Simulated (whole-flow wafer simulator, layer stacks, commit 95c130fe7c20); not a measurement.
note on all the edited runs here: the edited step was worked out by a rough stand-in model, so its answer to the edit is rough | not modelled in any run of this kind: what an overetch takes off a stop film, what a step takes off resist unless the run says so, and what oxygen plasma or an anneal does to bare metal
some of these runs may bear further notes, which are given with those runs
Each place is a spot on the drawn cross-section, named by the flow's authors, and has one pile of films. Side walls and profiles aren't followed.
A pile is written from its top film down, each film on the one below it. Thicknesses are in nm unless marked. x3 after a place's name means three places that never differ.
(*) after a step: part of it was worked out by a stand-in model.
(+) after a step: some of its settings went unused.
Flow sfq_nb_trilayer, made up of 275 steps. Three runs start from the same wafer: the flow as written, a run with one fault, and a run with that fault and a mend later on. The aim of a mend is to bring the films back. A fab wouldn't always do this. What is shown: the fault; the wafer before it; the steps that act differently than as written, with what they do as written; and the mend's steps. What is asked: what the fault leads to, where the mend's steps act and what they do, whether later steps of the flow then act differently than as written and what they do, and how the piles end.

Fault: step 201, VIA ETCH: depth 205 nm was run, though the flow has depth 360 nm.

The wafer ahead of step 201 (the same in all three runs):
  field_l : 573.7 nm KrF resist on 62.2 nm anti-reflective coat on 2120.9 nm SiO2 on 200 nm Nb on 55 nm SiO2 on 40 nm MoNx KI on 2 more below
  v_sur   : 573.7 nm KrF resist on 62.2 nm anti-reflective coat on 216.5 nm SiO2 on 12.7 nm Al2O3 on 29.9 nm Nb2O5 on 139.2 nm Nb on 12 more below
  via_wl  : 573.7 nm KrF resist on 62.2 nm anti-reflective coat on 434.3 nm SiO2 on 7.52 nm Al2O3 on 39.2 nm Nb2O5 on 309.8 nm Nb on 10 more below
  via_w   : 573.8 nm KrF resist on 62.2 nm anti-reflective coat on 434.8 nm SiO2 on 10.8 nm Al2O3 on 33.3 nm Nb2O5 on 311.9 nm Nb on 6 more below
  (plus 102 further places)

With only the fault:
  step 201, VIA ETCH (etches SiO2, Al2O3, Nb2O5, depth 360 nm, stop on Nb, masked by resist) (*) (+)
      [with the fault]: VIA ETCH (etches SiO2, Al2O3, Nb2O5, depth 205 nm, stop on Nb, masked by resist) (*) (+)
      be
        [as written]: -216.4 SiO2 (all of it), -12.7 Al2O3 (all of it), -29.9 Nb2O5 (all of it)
        [with the fault]: -205 SiO2
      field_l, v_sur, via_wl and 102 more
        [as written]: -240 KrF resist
        [with the fault]: -136.7 KrF resist
  Steps further on in the flow that do not act as written (6 other steps are not shown; they differ only slightly, by no more than 2% or 0.5 nm, whichever is larger):
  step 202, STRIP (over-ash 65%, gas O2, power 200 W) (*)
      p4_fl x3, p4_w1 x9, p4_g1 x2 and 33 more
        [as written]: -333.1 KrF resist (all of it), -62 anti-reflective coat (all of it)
        [with the fault]: -436.5 KrF resist (all of it), -62 anti-reflective coat (all of it)
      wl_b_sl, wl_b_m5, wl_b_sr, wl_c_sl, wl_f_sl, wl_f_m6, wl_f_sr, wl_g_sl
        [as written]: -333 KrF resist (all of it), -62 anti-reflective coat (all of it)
        [with the fault]: -436.3 KrF resist (all of it), -62 anti-reflective coat (all of it)
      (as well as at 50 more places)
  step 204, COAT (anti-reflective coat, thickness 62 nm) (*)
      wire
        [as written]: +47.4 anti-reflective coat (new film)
        [with the fault]: +49 anti-reflective coat (new film)
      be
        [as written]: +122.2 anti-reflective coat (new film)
        [with the fault]: +114.1 anti-reflective coat (new film)
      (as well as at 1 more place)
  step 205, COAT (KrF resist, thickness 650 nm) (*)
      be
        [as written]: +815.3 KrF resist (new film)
        [with the fault]: +776.7 KrF resist (new film)
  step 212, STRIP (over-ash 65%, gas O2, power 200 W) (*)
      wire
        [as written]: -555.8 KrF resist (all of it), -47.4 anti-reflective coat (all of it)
        [with the fault]: -558.8 KrF resist (all of it), -49 anti-reflective coat (all of it)
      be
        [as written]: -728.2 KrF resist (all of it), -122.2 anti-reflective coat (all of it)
        [with the fault]: -689.6 KrF resist (all of it), -114.1 anti-reflective coat (all of it)
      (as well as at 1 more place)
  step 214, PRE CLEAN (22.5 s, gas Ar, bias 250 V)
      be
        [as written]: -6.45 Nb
        [with the fault]: -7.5 SiO2
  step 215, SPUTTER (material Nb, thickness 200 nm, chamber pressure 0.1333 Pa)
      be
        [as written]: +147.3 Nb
        [with the fault]: +159.6 Nb (new film)
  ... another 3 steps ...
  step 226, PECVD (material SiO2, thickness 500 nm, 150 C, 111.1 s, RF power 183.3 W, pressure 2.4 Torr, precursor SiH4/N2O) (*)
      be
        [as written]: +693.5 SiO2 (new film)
        [with the fault]: +628.3 SiO2 (new film)
  By the end, the piles at be depart from the flow's by more than 2% or 0.5 nm, whichever is larger.
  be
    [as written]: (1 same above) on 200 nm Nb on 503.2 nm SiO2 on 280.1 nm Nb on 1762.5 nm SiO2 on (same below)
    [with the fault]: (1 same above) on 200 nm Nb on 438 nm SiO2 on 159.6 nm Nb on 3.86 nm SiO2 on 12.7 nm Al2O3 on 29.9 nm Nb2O5 on 139.2 nm Nb on 1762.5 nm SiO2 on (same below)

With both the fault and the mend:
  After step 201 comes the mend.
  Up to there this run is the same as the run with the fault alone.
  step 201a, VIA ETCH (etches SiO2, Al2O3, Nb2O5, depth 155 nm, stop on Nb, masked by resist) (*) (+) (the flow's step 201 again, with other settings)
      field_l, v_sur, via_wl and 102 more
        -103.3 KrF resist
      be
        -11.4 SiO2 (all of it), -12.7 Al2O3 (all of it), -29.9 Nb2O5 (all of it)
  None of the later steps of the flow acts differently than as written at any place that is followed.
  At every place that both follow, the piles at the end match the flow's.
